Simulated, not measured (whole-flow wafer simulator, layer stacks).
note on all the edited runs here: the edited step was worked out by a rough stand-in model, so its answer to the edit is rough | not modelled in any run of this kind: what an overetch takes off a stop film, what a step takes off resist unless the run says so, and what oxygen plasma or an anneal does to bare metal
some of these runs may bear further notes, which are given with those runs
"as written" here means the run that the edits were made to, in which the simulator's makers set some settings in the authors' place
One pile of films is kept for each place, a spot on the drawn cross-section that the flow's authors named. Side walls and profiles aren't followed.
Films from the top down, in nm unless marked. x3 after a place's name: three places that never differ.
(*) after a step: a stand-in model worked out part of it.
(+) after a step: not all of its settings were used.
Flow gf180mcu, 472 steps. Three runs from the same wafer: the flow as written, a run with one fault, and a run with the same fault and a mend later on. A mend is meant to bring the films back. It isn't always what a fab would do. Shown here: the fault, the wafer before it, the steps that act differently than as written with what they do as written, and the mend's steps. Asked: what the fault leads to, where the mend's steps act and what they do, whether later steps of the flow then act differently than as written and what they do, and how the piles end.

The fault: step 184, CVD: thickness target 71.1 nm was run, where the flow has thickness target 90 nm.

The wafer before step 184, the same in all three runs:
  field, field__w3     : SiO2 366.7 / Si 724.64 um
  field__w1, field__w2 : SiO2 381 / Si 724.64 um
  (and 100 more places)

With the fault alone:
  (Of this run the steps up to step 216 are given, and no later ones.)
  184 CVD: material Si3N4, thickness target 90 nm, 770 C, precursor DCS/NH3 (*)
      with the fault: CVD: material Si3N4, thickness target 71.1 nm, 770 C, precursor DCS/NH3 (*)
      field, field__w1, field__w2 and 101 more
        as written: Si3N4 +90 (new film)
        with the fault: Si3N4 +71.1 (new film)
  Later steps of the flow that act differently than as written (12 more steps differ only slightly, by at most 2% or 0.5 nm, whichever is larger, and aren't shown):
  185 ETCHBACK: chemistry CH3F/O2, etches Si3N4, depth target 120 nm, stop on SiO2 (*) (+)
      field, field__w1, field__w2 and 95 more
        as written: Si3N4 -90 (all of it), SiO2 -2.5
        with the fault: Si3N4 -71.1 (all of it), SiO2 -4.07
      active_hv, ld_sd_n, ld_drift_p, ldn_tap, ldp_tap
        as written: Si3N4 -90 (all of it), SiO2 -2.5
        with the fault: Si3N4 -71.1 (all of it), SiO2 -4.08
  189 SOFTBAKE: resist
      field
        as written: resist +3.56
        with the fault: resist -0.35
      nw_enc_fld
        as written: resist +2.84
        with the fault: resist +4.83
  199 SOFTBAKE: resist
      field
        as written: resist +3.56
        with the fault: resist -0.35
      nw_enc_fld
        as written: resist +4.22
        with the fault: resist +6.05
  After step 216 the piles differ from the flow's by more than 2% or 0.5 nm, whichever is larger, at active, n_well, p_well and 52 more.
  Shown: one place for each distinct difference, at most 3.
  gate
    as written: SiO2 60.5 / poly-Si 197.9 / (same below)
    with the fault: SiO2 58.9 / poly-Si 197.9 / (same below)
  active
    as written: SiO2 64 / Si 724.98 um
    with the fault: SiO2 62.4 / Si 724.98 um
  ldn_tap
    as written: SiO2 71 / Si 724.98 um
    with the fault: SiO2 69.4 / Si 724.98 um

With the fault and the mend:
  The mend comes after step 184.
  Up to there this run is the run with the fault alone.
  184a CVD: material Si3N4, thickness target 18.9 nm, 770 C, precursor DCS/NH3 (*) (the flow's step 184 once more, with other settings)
      field, field__w1, field__w2 and 101 more
        Si3N4 +18.9
  No later step of the flow acts differently than as written, at any place that is followed, by more than 2% or 0.5 nm, whichever is larger.
  At the end the piles are the same as the flow's at every place that both follow.
